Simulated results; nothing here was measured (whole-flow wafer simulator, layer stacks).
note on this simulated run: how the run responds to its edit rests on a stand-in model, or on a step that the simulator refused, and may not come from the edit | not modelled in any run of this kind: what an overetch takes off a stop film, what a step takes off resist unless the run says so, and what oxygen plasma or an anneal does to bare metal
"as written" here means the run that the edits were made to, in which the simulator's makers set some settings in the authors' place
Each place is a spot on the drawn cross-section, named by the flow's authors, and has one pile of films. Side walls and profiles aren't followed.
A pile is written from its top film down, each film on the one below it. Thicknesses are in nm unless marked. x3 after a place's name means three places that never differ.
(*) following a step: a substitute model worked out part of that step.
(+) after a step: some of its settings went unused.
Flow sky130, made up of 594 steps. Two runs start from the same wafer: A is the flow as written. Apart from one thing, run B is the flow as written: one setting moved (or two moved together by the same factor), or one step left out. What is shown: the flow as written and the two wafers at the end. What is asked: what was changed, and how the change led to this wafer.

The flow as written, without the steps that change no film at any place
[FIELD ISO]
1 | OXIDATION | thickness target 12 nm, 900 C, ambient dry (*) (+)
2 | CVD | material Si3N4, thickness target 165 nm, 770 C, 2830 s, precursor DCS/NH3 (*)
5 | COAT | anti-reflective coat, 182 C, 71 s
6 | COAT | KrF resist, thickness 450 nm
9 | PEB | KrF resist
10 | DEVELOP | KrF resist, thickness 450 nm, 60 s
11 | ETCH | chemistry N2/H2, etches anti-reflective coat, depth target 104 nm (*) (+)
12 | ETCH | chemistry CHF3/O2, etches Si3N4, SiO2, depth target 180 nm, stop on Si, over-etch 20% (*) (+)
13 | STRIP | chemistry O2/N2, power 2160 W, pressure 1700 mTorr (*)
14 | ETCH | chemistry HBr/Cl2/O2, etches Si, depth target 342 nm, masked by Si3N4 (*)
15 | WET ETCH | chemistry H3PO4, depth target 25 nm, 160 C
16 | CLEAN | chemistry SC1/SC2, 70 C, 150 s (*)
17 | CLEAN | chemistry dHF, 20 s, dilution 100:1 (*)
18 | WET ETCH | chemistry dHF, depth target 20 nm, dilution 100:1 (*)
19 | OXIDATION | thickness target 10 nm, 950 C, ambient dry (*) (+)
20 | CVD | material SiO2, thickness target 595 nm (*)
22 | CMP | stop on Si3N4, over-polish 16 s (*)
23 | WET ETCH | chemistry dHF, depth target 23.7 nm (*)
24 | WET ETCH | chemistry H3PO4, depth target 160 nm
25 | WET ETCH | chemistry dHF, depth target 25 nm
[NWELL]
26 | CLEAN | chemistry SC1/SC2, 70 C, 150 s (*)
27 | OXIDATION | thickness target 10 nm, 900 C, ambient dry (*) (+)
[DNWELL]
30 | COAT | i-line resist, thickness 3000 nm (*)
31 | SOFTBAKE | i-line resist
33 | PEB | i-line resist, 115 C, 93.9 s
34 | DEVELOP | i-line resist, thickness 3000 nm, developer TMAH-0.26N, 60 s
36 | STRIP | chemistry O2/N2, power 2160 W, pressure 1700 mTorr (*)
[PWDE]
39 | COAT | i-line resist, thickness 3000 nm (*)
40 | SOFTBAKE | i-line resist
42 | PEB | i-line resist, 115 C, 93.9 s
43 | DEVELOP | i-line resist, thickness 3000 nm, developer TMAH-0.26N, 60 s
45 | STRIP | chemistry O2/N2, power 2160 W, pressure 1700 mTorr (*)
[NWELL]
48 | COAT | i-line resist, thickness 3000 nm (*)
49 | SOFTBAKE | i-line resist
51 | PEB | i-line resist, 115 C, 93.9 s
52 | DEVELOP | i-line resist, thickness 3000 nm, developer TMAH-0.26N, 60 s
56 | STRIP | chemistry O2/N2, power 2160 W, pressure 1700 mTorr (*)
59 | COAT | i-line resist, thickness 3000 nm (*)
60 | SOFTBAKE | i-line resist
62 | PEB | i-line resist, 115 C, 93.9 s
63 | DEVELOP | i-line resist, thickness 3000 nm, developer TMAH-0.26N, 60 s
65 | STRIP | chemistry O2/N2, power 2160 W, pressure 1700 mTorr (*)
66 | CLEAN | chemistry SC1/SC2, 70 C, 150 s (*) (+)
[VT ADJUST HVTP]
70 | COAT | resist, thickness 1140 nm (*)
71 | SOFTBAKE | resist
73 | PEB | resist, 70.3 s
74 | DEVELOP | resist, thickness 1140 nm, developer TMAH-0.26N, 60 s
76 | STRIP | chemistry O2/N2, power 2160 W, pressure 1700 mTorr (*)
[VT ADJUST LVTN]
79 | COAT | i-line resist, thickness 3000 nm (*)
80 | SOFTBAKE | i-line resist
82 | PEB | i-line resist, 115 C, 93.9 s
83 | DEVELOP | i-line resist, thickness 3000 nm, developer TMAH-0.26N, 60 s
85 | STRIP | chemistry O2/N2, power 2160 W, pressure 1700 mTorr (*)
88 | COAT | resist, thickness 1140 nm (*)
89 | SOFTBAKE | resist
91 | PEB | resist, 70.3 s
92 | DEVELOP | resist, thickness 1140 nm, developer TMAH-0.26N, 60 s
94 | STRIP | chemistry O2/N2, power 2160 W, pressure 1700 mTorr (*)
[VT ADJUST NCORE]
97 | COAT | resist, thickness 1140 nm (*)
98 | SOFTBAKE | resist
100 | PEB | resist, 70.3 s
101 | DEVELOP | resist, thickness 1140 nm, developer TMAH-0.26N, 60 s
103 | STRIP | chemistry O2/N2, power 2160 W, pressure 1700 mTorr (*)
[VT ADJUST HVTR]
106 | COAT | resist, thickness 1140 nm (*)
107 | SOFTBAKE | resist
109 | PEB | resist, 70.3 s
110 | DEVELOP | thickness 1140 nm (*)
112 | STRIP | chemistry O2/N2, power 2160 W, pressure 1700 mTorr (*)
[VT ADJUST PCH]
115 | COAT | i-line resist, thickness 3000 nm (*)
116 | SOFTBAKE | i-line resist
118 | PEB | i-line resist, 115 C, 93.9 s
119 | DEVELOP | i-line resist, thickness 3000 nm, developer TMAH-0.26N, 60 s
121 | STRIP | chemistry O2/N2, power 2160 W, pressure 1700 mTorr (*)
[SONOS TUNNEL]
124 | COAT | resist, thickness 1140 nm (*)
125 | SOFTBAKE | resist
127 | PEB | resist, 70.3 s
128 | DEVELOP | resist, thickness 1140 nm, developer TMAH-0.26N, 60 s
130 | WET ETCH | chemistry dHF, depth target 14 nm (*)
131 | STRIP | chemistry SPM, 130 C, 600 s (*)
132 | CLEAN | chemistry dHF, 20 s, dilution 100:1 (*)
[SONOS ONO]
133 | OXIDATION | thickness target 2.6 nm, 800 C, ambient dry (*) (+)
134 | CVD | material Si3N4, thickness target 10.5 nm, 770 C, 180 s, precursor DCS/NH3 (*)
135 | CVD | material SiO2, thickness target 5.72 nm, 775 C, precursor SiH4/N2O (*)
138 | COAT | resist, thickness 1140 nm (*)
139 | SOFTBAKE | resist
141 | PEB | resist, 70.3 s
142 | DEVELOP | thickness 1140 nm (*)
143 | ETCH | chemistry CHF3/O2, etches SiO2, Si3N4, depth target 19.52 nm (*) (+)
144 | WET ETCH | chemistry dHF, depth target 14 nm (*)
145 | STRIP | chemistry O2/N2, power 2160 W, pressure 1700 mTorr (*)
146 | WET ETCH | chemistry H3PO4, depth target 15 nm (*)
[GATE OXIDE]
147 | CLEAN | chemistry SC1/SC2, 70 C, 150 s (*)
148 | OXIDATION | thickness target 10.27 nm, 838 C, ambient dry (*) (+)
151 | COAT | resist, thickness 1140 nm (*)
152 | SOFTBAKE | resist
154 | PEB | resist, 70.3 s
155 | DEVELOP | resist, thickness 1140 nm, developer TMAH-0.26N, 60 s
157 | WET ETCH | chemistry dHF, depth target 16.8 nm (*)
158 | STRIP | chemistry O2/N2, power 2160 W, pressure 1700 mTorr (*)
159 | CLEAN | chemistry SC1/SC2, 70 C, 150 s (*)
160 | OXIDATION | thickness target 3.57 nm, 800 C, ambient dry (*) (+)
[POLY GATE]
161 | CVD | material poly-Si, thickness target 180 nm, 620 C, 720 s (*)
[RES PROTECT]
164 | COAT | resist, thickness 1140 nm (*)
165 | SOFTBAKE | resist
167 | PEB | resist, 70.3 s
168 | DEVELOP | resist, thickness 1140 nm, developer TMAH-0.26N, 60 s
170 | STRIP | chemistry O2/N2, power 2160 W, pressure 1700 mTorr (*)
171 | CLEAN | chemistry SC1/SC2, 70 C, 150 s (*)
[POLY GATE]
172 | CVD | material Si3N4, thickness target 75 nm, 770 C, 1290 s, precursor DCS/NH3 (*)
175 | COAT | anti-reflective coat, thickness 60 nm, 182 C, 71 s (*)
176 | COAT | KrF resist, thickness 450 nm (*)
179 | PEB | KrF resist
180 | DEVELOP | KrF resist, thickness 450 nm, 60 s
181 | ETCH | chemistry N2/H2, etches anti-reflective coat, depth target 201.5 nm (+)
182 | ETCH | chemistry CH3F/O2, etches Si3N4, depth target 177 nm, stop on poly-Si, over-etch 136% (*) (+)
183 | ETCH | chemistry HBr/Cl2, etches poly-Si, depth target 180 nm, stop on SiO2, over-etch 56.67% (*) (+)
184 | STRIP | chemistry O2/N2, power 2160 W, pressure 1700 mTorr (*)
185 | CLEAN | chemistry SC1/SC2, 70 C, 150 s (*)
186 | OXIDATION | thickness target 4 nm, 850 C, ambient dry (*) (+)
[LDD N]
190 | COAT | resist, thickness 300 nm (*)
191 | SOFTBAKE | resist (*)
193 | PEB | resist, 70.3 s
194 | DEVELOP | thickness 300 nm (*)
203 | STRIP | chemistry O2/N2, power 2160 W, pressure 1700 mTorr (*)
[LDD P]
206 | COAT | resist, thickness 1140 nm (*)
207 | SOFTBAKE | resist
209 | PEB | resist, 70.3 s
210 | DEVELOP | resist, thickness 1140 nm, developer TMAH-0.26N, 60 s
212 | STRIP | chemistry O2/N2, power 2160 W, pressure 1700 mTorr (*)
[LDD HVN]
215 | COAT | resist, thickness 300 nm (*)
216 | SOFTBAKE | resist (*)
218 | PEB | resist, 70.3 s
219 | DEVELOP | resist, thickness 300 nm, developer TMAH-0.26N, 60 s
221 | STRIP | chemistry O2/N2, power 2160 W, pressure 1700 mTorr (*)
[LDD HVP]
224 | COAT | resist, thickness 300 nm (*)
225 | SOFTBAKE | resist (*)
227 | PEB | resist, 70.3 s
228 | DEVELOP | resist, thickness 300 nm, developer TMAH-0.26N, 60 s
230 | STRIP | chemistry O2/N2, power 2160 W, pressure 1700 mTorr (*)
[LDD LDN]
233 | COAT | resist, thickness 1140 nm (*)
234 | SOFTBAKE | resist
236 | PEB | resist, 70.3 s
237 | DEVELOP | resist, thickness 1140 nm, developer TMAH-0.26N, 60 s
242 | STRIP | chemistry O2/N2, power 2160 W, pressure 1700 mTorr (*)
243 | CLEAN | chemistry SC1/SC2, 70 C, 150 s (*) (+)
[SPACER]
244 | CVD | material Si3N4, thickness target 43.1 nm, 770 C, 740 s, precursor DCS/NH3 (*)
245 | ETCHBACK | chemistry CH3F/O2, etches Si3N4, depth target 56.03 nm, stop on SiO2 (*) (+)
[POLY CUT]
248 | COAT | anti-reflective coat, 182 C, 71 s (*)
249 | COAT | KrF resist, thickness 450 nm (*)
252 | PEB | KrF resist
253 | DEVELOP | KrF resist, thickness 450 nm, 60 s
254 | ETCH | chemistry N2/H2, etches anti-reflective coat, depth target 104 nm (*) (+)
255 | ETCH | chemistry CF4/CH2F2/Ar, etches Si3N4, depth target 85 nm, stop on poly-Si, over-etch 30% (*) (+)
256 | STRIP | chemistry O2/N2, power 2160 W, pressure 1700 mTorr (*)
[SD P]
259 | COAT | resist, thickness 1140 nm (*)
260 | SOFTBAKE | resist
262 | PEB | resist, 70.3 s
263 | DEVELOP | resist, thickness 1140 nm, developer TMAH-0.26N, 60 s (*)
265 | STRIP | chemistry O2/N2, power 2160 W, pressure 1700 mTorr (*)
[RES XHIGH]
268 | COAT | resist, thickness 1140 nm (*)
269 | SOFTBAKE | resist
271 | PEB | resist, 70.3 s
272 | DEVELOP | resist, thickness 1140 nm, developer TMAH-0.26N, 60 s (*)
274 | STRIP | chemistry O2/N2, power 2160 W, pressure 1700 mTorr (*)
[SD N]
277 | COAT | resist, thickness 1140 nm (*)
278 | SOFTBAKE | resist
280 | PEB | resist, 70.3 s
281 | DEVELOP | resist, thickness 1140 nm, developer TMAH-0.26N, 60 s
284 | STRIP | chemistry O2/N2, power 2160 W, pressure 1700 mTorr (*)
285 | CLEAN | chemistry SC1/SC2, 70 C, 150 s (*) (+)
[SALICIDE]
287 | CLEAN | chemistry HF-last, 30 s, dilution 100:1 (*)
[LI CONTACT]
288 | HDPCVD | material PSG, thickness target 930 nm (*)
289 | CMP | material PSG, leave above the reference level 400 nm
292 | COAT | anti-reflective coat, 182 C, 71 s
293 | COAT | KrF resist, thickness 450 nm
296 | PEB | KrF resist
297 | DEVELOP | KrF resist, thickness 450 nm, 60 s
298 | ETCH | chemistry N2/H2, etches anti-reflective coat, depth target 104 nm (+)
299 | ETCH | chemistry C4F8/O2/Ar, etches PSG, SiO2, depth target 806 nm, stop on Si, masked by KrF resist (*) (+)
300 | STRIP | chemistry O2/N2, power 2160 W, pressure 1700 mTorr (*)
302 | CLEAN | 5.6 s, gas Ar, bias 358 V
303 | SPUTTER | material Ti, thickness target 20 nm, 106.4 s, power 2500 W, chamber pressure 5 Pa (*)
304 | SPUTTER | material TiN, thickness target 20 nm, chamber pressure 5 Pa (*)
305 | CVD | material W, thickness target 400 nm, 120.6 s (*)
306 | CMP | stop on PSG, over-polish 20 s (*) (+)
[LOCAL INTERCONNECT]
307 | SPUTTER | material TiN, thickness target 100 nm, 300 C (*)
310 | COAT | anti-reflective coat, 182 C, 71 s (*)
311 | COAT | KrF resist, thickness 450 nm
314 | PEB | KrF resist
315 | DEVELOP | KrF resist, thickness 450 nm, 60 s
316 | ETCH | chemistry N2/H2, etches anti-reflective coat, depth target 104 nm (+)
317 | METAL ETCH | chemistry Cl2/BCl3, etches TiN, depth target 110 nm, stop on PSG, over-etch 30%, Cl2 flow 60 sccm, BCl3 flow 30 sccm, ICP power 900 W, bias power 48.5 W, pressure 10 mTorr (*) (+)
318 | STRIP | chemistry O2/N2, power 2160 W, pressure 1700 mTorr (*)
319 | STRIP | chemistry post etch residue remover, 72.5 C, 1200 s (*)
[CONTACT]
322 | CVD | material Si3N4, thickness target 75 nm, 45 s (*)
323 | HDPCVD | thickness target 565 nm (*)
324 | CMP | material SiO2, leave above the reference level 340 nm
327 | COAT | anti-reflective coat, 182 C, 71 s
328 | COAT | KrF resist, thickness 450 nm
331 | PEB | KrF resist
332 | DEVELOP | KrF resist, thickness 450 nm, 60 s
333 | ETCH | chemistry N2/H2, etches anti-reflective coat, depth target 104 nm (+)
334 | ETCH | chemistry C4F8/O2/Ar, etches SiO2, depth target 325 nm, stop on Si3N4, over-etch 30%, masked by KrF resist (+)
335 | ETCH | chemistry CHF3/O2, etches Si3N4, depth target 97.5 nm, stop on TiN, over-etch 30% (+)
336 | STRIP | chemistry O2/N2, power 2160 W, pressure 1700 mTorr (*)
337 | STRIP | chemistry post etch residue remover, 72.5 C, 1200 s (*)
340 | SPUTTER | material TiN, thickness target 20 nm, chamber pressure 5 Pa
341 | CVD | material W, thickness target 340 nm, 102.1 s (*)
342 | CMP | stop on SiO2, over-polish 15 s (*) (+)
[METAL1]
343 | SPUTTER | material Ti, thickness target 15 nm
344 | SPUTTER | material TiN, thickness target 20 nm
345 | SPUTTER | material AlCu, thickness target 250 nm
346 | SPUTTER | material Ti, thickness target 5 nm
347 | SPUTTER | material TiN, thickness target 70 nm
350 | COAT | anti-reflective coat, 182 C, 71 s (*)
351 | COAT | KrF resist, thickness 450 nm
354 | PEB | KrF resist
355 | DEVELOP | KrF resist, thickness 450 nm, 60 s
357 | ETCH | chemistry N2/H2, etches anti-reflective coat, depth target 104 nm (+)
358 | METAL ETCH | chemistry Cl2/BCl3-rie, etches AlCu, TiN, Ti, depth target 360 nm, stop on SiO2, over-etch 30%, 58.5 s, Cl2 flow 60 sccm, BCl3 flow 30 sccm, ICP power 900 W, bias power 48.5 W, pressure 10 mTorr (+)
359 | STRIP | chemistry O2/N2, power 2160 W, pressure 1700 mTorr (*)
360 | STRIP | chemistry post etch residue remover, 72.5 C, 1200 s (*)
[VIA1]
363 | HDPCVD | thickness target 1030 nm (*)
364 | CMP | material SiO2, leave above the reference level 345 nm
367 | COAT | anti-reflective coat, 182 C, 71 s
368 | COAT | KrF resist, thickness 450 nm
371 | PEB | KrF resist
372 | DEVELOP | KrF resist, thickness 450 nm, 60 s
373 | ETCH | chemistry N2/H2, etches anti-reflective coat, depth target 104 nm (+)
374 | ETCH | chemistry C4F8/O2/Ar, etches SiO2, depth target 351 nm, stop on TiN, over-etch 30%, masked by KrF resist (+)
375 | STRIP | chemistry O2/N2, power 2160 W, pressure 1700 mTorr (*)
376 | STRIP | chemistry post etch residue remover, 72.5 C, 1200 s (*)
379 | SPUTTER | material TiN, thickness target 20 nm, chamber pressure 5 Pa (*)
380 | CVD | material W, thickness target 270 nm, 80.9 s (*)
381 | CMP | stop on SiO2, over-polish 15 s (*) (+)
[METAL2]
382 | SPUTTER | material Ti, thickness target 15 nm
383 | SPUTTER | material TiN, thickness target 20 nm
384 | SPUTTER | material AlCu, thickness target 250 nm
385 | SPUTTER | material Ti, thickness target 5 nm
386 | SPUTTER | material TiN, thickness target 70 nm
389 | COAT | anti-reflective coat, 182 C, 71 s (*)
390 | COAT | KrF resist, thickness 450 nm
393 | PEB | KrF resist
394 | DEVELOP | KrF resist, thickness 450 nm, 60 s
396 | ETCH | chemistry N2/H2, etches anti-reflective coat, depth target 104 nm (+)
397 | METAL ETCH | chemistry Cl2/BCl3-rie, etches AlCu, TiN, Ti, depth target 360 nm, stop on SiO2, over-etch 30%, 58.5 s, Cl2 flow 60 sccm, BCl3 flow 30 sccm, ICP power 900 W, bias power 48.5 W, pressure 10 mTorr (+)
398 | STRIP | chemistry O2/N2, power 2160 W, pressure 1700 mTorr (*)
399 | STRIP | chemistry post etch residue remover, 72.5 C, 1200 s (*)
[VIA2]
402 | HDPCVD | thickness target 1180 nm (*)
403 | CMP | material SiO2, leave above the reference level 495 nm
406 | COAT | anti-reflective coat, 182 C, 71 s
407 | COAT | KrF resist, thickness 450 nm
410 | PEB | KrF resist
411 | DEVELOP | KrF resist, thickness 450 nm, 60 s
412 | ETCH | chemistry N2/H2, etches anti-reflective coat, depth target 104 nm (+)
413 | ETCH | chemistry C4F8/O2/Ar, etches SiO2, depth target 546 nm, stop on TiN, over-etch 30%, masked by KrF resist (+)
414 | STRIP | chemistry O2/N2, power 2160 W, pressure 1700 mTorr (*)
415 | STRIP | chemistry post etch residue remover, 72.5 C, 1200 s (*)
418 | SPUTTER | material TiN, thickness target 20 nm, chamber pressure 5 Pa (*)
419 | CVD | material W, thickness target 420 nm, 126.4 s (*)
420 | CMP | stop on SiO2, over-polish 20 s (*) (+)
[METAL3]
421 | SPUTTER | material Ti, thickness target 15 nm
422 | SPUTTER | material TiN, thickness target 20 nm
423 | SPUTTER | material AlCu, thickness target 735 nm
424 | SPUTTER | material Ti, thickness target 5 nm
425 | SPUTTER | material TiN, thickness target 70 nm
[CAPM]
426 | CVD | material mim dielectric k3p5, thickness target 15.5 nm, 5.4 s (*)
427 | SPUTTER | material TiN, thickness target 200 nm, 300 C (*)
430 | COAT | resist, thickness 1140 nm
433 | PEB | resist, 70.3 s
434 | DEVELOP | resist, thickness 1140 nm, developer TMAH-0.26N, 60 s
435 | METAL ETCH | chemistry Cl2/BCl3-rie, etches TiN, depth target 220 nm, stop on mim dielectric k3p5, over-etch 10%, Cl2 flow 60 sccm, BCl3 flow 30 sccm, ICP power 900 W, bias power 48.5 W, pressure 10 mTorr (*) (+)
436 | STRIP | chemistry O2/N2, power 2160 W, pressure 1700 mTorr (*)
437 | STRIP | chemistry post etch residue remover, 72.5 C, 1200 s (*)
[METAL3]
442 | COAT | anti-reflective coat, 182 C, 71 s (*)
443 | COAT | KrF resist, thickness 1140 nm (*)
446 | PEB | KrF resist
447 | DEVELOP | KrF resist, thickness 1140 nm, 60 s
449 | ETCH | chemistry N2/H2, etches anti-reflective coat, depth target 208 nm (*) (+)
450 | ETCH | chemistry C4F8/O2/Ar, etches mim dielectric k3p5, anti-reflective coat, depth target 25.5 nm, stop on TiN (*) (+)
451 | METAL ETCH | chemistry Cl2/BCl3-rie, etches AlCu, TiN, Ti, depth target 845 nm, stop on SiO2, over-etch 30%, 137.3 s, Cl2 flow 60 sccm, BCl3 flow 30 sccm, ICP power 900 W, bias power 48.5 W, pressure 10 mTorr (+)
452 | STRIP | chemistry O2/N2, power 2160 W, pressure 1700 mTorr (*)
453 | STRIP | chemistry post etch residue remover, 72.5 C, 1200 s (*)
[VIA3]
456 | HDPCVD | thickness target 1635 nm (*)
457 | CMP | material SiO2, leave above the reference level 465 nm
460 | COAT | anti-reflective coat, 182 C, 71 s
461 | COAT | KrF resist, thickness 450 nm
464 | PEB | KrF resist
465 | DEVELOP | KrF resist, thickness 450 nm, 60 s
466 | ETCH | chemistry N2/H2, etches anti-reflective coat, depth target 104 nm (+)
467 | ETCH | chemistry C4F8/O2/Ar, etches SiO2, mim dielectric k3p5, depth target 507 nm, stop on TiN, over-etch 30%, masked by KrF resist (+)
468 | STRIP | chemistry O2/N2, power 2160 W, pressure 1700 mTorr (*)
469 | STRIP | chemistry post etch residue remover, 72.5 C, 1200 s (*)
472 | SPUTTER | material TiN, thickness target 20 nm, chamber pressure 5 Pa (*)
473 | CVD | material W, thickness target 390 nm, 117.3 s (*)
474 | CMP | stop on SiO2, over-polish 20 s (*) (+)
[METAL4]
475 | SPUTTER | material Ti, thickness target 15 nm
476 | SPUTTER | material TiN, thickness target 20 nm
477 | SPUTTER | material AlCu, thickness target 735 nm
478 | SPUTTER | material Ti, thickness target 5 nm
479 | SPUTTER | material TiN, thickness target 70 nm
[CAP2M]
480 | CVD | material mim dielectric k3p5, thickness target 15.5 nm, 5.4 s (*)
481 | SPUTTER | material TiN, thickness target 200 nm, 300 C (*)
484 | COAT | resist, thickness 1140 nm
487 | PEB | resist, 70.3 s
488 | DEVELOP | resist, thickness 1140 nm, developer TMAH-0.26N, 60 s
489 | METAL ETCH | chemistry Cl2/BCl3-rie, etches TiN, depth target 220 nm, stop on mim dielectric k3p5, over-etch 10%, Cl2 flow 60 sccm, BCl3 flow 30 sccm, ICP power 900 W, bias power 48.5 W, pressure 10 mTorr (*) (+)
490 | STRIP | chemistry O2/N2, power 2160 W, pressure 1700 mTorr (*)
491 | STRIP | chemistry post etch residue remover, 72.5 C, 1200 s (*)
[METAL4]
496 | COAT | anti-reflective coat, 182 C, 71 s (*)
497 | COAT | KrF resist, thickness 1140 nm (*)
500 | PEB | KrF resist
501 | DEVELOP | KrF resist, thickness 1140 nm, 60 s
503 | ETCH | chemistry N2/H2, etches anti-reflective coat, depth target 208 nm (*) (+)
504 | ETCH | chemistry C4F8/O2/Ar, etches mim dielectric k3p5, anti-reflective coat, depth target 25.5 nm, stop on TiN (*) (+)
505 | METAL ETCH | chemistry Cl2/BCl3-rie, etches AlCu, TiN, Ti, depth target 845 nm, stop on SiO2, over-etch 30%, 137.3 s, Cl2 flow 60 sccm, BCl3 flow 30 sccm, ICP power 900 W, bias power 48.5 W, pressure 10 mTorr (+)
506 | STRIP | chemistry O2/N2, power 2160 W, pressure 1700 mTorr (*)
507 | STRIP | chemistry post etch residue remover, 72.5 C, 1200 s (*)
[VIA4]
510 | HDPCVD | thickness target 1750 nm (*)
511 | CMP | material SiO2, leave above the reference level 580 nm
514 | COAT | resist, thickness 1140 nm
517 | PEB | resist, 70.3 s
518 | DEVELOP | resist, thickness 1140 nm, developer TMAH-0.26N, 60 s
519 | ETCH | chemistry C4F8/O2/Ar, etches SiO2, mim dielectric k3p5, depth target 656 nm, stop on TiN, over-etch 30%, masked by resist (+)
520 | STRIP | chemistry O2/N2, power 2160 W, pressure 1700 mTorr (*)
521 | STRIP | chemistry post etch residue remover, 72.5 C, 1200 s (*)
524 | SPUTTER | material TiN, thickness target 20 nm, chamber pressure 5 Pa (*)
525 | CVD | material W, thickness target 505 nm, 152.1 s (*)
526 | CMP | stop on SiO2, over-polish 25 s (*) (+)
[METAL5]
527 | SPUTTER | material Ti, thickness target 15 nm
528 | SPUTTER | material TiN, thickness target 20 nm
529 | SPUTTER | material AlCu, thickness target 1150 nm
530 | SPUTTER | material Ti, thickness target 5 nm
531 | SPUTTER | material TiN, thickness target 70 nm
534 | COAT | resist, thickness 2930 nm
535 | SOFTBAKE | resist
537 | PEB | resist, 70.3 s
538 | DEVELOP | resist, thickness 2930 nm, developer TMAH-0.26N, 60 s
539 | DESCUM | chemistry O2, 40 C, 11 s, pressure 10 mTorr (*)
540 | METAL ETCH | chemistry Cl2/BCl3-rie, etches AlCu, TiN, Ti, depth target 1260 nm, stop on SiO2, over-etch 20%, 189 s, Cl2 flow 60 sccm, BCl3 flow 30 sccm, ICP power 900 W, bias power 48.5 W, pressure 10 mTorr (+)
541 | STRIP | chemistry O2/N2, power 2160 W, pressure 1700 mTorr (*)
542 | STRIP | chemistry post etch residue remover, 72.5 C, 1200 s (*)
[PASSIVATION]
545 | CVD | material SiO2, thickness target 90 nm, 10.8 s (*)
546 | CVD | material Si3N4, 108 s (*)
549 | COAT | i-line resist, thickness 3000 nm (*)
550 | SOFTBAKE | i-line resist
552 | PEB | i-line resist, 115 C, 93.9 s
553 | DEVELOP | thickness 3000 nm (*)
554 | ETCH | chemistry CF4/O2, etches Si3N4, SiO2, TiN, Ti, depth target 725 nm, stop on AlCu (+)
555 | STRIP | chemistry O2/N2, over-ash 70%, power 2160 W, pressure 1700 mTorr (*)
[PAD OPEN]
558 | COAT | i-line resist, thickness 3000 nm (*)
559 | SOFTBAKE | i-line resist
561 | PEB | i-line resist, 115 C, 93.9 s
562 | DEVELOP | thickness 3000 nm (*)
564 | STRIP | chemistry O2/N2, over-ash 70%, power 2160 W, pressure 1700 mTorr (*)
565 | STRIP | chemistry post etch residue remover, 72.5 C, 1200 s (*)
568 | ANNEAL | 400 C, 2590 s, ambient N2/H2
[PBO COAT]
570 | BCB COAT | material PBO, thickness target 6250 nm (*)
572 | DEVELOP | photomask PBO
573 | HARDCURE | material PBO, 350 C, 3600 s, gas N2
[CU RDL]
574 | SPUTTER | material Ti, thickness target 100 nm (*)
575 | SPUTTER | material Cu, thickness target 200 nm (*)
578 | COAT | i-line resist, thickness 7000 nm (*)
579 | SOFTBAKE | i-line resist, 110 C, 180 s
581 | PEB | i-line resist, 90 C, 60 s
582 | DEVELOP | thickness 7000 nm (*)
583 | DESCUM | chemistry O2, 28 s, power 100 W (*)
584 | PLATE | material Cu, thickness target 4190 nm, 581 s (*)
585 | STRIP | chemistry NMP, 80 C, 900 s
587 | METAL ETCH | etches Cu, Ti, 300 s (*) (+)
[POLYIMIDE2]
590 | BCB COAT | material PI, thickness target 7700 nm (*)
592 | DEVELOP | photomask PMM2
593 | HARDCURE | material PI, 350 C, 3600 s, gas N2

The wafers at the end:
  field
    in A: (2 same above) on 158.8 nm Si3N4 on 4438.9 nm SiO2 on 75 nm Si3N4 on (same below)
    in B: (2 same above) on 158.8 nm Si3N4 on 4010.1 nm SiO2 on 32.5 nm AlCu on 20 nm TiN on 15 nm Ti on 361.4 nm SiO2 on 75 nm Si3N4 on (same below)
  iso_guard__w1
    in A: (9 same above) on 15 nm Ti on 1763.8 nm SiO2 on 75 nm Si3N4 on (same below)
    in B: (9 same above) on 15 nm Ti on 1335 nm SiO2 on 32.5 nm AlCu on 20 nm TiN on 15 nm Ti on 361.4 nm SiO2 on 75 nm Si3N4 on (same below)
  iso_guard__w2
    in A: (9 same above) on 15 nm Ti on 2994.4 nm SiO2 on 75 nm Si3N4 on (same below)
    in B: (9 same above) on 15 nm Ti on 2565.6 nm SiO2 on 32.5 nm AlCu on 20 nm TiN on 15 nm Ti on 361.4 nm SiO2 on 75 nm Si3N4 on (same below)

Cause: step 358, METAL ETCH: depth target 219.6 nm was run, while the flow as written has depth target 360 nm; step 358, METAL ETCH: 35.7 s was run, where the flow has 58.5 s.

Step by step, how the change led to this:
  358 | METAL ETCH | chemistry Cl2/BCl3-rie, etches AlCu, TiN, Ti, depth target 360 nm, stop on SiO2, over-etch 30%, 58.5 s, Cl2 flow 60 sccm, BCl3 flow 30 sccm, ICP power 900 W, bias power 48.5 W, pressure 10 mTorr (+)
      field, active, gate and 81 more: A -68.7 TiN (all of it), -5 Ti (all of it), -250 AlCu (all of it), -20 TiN (all of it), -15 Ti (all of it), -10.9 SiO2 | B -68.7 TiN (all of it), -5 Ti (all of it), -211.8 AlCu
      n_well, p_well, gate_hv and 104 more: A -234 KrF resist | B -142.7 KrF resist
  359 | STRIP | chemistry O2/N2, power 2160 W, pressure 1700 mTorr (*)
      n_well, p_well, gate_hv and 100 more: A -143.8 KrF resist (all of it), -80 anti-reflective coat (all of it) | B -235.1 KrF resist (all of it), -80 anti-reflective coat (all of it)
      poly_licon, ndiff_licon, ndiff_licon_cpp, rpo_hd_licon: A -143.9 KrF resist (all of it), -80.5 anti-reflective coat (all of it) | B -235.1 KrF resist (all of it), -80.5 anti-reflective coat (all of it)
  360 | STRIP | chemistry post etch residue remover, 72.5 C, 1200 s (*)
      field, active, gate and 81 more: A nothing | B -5.72 AlCu
  363 | HDPCVD | thickness target 1030 nm (*)
      field, active, gate and 81 more: A +1030 SiO2 | B +1030 SiO2 (new film)
  364 | CMP | material SiO2, leave above the reference level 345 nm
      field, active, gate and 81 more: A -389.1 SiO2 | B -467.5 SiO2
If metal films that touch count as one body, field has 1 body; the flow as written gives 0 bodies.
If metal films that touch count as one body, iso_guard__w1 has 2 bodies (between them, from the top down: SiO2 1335); the flow as written gives 1 body.
If metal films that touch count as one body, iso_guard__w2 has 2 bodies (between them, from the top down: SiO2 2565.6); the flow as written gives 1 body.
